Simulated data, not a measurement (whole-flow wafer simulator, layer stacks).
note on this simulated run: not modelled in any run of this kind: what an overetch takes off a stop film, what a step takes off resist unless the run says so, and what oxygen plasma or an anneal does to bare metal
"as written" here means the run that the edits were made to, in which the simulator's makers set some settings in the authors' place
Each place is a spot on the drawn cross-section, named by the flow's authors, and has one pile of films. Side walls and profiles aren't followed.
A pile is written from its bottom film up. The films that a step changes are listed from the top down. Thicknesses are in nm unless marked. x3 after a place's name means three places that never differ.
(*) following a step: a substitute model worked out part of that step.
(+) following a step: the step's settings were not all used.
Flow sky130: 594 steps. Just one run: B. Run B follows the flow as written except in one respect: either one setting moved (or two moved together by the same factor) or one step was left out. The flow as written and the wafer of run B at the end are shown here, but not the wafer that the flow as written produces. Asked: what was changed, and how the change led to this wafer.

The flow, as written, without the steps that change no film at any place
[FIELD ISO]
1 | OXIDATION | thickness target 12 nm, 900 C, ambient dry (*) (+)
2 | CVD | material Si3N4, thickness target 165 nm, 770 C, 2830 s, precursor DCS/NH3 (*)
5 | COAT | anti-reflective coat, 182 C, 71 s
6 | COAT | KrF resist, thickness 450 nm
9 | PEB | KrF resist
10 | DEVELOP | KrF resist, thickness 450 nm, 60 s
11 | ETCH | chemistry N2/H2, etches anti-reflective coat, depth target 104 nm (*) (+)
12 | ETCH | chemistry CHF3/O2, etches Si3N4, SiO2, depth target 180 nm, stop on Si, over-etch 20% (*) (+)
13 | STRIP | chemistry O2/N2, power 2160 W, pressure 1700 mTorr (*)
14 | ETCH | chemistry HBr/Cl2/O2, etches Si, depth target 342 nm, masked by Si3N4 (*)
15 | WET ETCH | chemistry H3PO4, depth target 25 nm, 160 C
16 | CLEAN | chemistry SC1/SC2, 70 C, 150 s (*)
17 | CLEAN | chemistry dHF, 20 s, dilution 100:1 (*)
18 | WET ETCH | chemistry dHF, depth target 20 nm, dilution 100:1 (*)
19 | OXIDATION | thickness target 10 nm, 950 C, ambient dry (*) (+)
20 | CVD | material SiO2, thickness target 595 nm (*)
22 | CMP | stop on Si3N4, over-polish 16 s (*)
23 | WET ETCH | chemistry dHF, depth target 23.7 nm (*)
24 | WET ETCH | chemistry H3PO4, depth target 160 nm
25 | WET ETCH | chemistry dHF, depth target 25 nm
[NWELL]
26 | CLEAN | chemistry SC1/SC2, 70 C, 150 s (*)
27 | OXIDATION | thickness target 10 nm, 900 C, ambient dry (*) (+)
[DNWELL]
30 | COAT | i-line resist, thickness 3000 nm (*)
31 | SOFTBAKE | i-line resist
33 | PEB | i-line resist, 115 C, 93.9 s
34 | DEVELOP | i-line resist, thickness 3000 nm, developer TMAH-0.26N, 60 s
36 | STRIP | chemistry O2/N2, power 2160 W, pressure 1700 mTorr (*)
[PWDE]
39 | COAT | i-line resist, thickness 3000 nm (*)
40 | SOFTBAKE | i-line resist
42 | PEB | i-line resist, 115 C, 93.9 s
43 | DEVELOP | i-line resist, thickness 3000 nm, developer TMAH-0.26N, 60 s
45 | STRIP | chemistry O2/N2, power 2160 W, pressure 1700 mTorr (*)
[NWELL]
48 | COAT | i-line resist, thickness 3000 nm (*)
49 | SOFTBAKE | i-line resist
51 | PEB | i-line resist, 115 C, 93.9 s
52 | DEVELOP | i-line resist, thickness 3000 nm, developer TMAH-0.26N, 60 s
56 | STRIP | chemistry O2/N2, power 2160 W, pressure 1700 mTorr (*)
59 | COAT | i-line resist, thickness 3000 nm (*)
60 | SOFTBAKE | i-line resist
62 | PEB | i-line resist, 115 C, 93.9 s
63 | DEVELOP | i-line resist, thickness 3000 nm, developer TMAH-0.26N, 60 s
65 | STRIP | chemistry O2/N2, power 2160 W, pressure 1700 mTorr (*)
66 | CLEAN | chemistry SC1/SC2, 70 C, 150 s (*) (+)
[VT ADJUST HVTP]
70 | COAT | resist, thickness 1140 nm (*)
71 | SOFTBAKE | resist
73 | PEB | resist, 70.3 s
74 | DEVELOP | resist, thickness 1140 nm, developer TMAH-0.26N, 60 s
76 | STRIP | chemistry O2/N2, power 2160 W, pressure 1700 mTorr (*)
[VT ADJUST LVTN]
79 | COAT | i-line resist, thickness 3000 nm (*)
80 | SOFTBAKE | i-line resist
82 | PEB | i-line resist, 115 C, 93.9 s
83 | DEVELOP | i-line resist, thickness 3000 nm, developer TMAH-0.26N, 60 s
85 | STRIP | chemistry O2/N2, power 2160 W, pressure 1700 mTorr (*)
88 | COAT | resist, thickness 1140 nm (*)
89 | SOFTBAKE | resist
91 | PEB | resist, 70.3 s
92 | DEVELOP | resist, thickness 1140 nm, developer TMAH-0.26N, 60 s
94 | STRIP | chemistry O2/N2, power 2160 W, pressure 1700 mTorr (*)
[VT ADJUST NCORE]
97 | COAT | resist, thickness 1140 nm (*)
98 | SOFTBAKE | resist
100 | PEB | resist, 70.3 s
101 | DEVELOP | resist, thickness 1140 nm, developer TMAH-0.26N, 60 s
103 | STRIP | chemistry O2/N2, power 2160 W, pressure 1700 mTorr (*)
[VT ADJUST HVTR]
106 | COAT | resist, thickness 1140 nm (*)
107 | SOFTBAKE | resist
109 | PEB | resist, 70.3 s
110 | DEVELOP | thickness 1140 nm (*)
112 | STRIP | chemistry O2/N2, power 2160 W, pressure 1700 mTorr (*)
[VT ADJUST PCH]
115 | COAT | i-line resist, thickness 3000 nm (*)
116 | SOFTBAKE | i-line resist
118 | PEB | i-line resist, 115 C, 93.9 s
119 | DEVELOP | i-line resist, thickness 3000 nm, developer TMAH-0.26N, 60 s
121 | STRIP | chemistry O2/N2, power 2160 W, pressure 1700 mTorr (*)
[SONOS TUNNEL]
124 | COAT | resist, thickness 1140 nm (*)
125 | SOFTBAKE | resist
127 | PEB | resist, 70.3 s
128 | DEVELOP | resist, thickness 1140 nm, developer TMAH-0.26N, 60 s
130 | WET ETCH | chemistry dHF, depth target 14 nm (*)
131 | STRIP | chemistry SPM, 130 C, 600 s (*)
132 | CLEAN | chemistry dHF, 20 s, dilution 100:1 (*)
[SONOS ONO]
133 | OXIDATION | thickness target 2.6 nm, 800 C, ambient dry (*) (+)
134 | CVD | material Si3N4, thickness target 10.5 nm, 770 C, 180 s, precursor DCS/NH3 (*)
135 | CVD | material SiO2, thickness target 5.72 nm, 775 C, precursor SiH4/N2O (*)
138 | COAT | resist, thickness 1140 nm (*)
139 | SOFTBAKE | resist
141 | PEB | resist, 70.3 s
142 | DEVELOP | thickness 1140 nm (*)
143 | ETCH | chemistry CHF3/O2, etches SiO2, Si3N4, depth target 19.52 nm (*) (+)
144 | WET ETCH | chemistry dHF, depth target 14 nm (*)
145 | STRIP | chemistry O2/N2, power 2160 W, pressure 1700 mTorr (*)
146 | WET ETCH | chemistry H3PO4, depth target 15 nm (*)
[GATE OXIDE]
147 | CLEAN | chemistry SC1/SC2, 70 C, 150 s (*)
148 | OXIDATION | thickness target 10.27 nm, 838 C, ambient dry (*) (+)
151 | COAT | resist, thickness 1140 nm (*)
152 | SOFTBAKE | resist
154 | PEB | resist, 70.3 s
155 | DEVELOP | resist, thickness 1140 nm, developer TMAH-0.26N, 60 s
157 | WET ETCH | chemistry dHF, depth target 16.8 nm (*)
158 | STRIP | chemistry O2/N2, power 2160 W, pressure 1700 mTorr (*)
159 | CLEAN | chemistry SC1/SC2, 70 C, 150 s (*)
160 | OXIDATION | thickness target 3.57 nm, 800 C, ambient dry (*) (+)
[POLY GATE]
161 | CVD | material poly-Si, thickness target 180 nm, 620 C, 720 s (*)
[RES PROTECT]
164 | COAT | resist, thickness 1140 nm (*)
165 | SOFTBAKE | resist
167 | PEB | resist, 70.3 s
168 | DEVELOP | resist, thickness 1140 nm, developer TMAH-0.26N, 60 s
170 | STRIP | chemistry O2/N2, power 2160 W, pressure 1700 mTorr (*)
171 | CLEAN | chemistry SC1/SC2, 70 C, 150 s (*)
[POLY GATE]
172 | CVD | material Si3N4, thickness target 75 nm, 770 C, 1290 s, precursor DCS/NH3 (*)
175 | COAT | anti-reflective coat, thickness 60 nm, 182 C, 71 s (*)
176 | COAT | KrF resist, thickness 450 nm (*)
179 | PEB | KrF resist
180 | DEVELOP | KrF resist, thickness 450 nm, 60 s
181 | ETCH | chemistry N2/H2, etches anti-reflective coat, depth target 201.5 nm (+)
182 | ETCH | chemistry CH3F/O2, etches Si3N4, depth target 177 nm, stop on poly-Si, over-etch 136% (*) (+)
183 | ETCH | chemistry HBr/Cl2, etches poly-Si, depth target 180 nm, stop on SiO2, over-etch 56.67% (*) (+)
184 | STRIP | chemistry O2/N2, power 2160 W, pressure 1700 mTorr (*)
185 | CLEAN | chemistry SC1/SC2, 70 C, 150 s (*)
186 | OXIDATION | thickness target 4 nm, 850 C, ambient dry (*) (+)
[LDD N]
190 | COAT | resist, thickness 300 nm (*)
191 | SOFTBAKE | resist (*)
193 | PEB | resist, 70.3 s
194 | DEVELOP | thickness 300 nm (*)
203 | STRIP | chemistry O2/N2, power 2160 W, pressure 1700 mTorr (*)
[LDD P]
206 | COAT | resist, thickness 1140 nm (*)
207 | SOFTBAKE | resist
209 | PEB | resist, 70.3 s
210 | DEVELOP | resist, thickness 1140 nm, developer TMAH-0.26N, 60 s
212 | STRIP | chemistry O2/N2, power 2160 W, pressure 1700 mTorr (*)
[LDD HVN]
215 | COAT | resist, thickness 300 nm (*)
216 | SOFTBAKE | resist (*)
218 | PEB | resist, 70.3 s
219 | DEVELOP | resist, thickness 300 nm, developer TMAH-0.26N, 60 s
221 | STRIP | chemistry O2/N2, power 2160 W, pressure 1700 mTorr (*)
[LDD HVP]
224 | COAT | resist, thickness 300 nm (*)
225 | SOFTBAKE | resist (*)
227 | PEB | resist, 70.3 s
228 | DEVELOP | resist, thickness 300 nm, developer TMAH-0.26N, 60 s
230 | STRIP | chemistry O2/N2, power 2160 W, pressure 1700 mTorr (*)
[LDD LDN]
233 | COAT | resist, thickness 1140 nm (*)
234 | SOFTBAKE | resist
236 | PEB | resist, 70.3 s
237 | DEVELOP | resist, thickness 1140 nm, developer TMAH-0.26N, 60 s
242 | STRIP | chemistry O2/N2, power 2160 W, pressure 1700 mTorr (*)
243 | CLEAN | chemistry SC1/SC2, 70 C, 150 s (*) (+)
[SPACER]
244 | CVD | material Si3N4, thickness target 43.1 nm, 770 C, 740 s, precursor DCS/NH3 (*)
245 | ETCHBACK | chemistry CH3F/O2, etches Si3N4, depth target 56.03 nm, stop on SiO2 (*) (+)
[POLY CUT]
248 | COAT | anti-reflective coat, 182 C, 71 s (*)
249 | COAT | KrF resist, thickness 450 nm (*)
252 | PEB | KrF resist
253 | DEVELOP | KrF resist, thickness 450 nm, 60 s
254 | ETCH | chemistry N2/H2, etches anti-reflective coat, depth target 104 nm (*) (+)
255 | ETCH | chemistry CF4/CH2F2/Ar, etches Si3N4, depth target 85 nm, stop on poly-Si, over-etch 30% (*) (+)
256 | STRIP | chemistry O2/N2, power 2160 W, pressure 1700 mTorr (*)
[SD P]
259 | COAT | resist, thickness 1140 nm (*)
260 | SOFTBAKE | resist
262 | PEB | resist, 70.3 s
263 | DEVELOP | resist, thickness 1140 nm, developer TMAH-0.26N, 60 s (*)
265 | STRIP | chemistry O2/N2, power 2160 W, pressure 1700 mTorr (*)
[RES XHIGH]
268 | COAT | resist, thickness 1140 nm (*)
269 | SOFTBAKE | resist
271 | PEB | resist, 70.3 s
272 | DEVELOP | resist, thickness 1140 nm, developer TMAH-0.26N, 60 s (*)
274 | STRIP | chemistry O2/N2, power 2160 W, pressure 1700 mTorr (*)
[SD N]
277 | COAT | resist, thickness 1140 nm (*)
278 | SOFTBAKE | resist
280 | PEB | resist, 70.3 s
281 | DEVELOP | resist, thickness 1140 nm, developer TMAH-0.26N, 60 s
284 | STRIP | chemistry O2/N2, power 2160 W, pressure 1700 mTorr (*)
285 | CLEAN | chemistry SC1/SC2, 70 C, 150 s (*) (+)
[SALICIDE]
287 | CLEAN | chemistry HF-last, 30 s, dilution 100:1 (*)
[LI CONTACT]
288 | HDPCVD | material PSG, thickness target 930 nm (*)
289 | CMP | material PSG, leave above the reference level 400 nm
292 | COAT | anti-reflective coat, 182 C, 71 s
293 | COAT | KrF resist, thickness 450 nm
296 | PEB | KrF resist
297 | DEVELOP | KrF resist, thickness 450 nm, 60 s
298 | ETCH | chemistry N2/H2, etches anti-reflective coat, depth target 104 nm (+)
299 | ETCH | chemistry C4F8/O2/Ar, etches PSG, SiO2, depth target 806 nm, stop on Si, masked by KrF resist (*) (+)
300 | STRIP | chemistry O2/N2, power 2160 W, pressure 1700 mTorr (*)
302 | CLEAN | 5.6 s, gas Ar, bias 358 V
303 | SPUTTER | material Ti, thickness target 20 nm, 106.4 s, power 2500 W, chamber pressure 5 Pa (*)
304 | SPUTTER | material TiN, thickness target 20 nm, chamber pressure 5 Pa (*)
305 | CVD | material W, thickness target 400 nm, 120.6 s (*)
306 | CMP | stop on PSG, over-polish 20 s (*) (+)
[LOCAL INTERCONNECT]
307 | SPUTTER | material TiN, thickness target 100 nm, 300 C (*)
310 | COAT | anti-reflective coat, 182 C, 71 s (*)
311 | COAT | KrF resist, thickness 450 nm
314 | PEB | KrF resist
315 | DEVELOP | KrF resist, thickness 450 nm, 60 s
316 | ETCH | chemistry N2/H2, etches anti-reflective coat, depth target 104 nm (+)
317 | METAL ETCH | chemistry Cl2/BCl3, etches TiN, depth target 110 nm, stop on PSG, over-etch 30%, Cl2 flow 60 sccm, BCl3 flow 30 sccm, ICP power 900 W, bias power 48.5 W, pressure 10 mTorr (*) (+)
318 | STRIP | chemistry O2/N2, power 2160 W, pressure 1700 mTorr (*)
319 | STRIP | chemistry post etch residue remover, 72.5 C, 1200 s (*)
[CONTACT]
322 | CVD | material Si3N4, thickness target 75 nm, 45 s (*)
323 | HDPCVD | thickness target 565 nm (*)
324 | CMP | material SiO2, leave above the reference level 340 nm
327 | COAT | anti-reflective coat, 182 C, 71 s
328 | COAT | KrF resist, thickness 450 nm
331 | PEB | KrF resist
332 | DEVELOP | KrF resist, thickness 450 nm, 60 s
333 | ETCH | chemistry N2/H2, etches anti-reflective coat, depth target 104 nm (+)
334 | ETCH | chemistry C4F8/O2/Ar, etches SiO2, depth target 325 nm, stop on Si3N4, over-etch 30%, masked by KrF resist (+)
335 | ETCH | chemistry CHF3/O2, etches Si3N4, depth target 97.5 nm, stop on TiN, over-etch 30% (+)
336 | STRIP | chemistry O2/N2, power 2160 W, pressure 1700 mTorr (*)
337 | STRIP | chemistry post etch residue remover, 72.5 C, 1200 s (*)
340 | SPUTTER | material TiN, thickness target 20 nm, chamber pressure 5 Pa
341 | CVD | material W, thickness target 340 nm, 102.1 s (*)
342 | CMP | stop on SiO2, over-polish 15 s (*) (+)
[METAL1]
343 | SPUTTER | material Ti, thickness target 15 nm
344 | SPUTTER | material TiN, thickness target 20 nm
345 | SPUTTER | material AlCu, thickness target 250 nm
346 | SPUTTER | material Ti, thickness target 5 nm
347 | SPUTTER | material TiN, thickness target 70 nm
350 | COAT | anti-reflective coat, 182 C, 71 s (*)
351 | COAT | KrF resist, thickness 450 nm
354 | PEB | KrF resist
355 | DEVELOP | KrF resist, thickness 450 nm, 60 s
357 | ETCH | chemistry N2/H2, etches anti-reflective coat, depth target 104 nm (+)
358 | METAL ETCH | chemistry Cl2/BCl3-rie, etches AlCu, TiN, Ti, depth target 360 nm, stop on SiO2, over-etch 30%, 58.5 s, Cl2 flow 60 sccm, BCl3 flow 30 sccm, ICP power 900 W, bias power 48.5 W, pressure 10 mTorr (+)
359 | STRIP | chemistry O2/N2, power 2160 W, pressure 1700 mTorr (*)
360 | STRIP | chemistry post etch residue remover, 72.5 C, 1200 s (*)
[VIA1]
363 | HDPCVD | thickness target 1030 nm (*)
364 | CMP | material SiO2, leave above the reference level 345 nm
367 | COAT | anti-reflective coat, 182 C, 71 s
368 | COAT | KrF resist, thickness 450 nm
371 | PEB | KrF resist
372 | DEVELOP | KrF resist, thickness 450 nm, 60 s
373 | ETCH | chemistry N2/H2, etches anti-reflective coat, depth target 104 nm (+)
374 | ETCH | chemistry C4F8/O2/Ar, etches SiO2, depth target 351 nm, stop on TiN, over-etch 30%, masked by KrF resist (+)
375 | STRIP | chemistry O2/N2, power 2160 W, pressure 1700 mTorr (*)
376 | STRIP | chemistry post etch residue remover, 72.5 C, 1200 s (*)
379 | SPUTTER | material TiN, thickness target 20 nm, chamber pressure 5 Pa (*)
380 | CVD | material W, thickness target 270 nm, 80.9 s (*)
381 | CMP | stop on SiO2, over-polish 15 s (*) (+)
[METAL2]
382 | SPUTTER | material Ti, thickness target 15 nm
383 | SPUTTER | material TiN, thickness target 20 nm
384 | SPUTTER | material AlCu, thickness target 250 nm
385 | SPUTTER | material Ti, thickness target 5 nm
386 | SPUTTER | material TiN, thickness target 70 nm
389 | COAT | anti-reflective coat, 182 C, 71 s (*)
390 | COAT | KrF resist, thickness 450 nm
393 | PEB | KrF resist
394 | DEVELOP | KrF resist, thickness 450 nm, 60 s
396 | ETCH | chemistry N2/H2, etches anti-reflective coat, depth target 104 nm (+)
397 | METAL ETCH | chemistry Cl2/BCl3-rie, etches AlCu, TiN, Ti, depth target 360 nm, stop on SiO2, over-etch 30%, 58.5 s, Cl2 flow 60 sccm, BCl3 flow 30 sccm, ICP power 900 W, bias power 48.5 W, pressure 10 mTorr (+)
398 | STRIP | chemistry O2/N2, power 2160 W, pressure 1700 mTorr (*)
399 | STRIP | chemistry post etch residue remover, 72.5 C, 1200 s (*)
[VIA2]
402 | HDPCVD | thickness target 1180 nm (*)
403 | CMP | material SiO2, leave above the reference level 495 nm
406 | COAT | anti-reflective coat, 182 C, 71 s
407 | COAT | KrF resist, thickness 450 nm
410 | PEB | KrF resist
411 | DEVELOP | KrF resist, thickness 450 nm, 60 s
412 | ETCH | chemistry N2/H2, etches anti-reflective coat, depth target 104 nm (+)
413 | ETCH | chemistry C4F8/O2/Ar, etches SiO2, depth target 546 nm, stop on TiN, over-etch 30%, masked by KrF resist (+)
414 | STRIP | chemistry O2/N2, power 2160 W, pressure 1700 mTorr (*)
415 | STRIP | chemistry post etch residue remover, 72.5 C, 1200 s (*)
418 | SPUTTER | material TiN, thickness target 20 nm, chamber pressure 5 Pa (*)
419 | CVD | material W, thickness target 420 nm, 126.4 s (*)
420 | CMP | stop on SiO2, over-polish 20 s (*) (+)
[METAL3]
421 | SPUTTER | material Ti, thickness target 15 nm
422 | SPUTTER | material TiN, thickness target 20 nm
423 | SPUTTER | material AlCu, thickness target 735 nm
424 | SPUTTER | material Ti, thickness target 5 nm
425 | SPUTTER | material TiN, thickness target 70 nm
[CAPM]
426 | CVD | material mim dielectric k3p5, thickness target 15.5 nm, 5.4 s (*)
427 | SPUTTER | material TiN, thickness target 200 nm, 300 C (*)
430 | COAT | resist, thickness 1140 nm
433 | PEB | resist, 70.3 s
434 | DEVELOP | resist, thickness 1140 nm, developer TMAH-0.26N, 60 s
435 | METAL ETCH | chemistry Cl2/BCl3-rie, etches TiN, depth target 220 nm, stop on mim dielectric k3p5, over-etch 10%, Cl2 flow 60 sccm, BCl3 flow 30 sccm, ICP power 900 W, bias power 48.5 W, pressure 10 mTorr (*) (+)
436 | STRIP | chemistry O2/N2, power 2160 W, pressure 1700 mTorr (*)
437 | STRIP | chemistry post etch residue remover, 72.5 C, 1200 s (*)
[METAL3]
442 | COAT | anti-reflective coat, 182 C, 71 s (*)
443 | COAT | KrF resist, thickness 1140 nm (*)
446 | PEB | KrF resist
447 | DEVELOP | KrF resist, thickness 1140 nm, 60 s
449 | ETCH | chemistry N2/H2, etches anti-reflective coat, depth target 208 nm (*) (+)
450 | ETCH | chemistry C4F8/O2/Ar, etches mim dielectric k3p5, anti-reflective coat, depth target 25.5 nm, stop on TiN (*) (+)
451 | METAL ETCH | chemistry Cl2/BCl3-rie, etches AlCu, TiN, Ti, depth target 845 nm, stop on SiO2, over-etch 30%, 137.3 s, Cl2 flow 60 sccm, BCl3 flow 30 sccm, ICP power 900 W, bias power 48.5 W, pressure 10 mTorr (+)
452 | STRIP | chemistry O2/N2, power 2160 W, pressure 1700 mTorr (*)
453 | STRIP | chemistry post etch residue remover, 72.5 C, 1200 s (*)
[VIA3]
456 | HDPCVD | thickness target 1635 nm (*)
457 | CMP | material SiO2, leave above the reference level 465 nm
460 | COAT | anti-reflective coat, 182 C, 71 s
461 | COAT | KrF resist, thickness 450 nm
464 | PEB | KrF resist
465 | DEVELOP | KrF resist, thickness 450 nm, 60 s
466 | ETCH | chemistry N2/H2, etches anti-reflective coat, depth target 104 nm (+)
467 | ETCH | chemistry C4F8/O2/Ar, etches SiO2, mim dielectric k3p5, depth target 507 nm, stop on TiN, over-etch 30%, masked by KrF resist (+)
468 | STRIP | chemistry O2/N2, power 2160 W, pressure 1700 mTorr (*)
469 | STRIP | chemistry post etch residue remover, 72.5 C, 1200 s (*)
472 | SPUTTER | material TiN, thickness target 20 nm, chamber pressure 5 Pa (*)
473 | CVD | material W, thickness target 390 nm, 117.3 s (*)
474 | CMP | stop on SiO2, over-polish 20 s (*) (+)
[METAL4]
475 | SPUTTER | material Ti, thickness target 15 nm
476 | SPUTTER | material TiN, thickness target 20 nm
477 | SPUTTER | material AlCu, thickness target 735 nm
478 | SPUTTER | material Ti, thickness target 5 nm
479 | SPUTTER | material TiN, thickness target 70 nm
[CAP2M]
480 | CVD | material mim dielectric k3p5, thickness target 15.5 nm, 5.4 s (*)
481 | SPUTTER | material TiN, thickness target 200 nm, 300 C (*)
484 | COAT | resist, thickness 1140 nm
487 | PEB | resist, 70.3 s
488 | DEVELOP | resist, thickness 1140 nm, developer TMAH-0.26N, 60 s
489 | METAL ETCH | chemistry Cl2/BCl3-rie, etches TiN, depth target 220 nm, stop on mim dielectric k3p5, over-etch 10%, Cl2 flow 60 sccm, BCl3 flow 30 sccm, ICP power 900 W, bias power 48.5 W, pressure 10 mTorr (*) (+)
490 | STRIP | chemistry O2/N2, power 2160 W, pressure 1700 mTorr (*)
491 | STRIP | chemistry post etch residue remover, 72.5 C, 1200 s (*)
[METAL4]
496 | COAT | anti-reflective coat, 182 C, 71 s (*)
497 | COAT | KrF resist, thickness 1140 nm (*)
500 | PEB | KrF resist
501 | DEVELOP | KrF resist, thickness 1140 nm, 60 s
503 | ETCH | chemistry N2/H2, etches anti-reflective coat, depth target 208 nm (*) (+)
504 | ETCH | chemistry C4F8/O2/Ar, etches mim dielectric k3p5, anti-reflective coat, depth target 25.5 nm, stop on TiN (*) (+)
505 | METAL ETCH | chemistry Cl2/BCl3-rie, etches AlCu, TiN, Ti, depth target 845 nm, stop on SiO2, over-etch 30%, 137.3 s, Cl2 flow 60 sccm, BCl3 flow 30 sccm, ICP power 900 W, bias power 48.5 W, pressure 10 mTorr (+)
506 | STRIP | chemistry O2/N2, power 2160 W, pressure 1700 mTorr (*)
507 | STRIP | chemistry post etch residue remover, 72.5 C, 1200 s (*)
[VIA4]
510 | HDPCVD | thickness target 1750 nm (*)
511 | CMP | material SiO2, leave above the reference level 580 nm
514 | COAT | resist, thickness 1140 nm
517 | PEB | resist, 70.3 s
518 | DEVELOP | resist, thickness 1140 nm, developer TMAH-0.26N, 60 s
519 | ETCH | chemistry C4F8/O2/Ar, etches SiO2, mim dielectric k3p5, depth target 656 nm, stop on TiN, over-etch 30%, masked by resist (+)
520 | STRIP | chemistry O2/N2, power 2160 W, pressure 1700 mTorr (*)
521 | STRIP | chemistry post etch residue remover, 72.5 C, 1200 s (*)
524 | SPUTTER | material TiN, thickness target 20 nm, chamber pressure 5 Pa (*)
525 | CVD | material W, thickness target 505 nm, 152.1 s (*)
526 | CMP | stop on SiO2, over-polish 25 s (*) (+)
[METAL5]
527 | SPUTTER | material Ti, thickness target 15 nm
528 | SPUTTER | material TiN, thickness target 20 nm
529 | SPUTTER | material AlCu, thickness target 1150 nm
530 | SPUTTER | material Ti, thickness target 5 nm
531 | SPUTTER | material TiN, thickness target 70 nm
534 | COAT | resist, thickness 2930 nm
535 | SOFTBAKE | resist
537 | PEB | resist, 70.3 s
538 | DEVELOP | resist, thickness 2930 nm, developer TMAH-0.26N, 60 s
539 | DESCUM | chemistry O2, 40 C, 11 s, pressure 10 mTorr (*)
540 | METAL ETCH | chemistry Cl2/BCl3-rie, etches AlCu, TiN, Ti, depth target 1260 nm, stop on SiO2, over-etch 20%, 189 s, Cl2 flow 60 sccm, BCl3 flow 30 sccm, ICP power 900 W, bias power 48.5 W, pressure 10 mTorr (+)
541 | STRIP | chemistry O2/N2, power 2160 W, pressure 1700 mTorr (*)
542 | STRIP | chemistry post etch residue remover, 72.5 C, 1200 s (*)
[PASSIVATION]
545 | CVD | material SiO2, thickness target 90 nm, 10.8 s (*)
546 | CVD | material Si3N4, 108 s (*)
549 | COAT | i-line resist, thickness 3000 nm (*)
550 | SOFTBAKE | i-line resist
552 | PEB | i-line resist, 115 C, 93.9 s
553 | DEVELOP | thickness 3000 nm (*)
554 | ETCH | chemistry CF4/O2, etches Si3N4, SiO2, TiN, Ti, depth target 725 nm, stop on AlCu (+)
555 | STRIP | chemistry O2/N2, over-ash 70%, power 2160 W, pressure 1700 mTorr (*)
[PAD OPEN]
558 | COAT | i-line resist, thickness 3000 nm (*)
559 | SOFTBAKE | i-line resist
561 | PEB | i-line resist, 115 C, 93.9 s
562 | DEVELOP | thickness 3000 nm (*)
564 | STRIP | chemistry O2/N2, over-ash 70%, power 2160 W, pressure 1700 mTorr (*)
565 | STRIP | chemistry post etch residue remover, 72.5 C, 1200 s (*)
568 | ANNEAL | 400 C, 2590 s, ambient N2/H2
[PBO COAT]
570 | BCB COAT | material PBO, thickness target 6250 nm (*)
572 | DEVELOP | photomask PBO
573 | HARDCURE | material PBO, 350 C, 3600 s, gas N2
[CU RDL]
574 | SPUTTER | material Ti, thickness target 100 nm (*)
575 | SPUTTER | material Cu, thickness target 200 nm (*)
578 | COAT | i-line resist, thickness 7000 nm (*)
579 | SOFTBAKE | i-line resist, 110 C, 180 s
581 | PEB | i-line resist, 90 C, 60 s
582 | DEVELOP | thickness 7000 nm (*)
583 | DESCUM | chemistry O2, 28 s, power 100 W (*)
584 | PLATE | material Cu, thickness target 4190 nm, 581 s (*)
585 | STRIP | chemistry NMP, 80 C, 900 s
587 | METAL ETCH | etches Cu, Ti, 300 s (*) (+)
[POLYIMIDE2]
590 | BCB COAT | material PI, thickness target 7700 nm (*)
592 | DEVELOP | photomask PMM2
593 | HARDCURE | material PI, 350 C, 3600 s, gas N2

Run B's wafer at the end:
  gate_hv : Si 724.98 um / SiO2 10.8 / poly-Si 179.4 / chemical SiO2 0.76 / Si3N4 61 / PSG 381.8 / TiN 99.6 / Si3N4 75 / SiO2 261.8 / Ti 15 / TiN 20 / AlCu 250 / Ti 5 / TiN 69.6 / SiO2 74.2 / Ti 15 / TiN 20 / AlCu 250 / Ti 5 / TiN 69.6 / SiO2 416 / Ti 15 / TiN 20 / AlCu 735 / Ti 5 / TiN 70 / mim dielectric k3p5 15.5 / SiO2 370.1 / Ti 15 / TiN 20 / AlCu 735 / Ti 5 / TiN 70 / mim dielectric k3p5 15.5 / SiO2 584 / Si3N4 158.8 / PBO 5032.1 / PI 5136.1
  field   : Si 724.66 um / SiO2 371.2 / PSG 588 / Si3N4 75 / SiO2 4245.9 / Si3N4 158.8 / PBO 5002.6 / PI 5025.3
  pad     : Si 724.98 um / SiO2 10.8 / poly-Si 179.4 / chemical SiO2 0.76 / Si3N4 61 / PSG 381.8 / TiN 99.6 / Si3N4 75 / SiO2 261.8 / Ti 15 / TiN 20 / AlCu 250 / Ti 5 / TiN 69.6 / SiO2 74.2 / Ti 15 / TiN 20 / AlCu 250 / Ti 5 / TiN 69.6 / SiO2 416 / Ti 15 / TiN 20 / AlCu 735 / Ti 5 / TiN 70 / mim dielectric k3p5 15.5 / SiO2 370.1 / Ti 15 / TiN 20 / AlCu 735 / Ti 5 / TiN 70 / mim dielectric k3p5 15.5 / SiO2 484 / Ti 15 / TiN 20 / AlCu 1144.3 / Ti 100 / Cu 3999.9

The reason: step 364, CMP: leave above the reference level 152 nm was run, whereas the flow has leave above the reference level 345 nm.

The path from the change to this, step by step:
  364 | CMP | material SiO2, leave above the reference level 345 nm
      n_well, p_well, gate_hv and 100 more: -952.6 SiO2 (as written it would have been: -759.6 SiO2)
      field, active, gate and 81 more: -582.1 SiO2 (as written it would have been: -389.1 SiO2)
      (as well as at 4 more places)
  374 | ETCH | chemistry C4F8/O2/Ar, etches SiO2, depth target 351 nm, stop on TiN, over-etch 30%, masked by KrF resist (+)
      field, active, n_well and 186 more: -20 KrF resist (as written it would have been: -70.1 KrF resist)
      m1, via1_hole: -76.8 SiO2 (all of it) (as written it would have been: -269.8 SiO2 (all of it))
  375 | STRIP | chemistry O2/N2, power 2160 W, pressure 1700 mTorr (*)
      field, active, n_well and 186 more: -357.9 KrF resist (all of it), -80 anti-reflective coat (all of it) (as written it would have been: -307.7 KrF resist (all of it), -80 anti-reflective coat (all of it))
  379 | SPUTTER | material TiN, thickness target 20 nm, chamber pressure 5 Pa (*)
      m1: +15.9 TiN (as written it would have been: +11 TiN)
      via1_hole: +15.8 TiN (as written it would have been: +10.9 TiN)
  380 | CVD | material W, thickness target 270 nm, 80.9 s (*)
      m1, via1_hole: +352 W (new film) (as written it would have been: +549.9 W (new film))
